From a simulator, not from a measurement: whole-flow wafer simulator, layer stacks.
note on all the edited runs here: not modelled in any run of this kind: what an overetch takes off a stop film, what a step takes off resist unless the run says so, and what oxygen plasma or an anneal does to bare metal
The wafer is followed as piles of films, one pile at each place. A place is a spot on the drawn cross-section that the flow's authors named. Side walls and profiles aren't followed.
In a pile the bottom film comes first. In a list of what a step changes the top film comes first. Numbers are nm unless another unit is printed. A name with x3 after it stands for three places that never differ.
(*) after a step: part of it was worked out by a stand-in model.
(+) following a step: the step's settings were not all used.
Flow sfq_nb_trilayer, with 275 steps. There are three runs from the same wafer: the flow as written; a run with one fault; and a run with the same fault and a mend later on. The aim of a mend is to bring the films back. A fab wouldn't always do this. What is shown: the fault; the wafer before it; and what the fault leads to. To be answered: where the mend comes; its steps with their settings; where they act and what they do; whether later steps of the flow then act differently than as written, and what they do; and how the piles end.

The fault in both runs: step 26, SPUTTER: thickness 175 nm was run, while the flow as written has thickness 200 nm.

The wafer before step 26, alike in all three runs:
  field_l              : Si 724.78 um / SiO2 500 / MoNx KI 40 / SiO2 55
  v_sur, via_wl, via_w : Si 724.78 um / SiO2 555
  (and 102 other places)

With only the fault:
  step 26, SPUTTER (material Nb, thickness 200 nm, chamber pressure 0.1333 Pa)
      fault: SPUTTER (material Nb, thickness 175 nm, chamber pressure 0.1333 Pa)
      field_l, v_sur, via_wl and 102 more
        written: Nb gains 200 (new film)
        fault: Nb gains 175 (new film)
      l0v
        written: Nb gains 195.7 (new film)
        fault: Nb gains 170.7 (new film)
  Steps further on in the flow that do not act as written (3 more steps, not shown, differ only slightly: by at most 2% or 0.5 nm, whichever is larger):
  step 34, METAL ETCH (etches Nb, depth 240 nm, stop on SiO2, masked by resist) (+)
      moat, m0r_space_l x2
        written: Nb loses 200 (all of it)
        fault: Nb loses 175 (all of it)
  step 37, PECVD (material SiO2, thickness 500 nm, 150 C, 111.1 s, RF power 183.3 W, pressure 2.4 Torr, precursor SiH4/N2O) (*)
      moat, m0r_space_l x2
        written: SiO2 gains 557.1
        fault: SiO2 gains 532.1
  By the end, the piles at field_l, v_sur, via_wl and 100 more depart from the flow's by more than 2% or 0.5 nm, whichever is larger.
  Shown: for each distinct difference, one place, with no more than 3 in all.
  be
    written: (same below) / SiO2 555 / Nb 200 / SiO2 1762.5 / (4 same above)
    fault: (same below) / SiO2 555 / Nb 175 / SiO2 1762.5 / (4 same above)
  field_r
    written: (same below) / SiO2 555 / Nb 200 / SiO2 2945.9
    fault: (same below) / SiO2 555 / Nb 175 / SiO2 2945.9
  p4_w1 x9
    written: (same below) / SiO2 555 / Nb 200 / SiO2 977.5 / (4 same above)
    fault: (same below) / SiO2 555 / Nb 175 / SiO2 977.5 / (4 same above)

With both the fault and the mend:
  The mend stands after step 26.
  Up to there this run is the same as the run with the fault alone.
  step 26a, SPUTTER (material Nb, thickness 25 nm, chamber pressure 0.1333 Pa) (the flow's step 26 again, with other settings)
      field_l, via_wl, via_w and 100 more
        Nb gains 25
      v_sur
        Nb gains 24.1
      lsp_r
        Nb gains 24.6
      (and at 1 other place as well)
  None of the later steps of the flow differs from how it acts as written, at any place that is followed, by more than 2% or 0.5 nm, whichever is larger.
  At the end the piles are close to the flow's at the places that both follow, differing by at most 2% or 0.5 nm, whichever is larger.
